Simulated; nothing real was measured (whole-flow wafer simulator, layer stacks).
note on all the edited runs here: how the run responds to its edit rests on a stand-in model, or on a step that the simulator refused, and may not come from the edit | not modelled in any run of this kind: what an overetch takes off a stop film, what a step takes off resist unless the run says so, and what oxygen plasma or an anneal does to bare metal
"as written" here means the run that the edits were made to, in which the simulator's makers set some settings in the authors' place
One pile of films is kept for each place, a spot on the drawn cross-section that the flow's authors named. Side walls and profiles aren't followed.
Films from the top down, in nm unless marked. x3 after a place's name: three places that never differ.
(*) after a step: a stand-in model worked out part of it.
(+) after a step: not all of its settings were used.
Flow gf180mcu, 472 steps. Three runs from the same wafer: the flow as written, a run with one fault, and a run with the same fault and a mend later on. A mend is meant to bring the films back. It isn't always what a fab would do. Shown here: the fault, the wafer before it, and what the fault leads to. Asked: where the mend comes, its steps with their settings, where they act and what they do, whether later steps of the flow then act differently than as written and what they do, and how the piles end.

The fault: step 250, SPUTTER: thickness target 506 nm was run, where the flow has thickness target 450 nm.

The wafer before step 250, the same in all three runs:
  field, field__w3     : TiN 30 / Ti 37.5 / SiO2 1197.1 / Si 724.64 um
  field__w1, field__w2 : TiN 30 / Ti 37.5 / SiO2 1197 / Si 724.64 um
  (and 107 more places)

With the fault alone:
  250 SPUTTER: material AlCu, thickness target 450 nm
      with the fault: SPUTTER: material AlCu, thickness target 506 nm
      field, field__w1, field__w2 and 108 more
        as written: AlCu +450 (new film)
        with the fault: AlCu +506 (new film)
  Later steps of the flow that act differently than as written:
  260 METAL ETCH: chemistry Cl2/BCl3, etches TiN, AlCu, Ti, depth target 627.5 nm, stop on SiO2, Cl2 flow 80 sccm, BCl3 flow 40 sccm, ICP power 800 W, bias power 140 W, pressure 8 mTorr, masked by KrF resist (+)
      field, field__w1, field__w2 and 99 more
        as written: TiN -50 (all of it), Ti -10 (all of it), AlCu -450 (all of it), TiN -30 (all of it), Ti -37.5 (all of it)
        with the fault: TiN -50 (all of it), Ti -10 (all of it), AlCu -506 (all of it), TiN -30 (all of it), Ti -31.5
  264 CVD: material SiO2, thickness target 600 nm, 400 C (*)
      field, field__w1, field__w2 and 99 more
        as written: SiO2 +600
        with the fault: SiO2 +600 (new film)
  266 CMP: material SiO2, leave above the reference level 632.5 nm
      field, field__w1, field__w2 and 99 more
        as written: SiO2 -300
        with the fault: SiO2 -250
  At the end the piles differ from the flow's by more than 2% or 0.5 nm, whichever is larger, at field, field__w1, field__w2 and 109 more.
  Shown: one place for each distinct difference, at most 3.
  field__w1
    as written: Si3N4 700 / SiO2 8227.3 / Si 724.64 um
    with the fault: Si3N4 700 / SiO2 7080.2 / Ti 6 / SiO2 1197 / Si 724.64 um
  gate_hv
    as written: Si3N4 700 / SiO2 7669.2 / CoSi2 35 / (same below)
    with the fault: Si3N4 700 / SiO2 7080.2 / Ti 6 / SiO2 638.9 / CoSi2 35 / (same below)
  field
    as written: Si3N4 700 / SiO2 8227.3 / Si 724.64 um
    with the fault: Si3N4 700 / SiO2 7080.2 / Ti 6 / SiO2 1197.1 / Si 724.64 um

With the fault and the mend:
  The mend comes after step 259.
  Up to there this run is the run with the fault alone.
  260 METAL ETCH: chemistry Cl2/BCl3, etches TiN, AlCu, Ti, depth target 683.5 nm, stop on SiO2, Cl2 flow 80 sccm, BCl3 flow 40 sccm, ICP power 800 W, bias power 140 W, pressure 8 mTorr, masked by KrF resist (+) (the flow's step 260, which as written has depth target 627.5 nm)
      field, field__w1, field__w2 and 99 more
        TiN -50 (all of it), Ti -10 (all of it), AlCu -506 (all of it), TiN -30 (all of it), Ti -37.5 (all of it)
      field__w8, contact, m1 and 6 more
        KrF resist -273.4
  Later steps of the flow that act differently than as written:
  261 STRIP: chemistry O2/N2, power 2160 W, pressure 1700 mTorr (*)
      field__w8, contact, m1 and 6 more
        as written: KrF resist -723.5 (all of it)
        with the mend: KrF resist -701.1 (all of it)
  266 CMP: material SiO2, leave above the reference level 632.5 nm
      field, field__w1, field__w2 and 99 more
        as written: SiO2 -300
        with the mend: SiO2 -244
  At the end the piles differ from the flow's by more than 2% or 0.5 nm, whichever is larger, at field__w8, contact, m1 and 6 more.
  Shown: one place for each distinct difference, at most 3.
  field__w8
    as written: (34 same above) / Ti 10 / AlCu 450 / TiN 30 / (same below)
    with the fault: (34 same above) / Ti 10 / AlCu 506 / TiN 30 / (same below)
    with the mend: (34 same above) / Ti 10 / AlCu 506 / TiN 30 / (same below)
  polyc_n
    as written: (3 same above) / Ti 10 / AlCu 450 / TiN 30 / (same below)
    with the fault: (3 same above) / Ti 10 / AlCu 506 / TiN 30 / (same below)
    with the mend: (3 same above) / Ti 10 / AlCu 506 / TiN 30 / (same below)
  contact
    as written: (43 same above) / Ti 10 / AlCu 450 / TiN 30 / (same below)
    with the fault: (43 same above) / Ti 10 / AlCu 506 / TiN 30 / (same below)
    with the mend: (43 same above) / Ti 10 / AlCu 506 / TiN 30 / (same below)
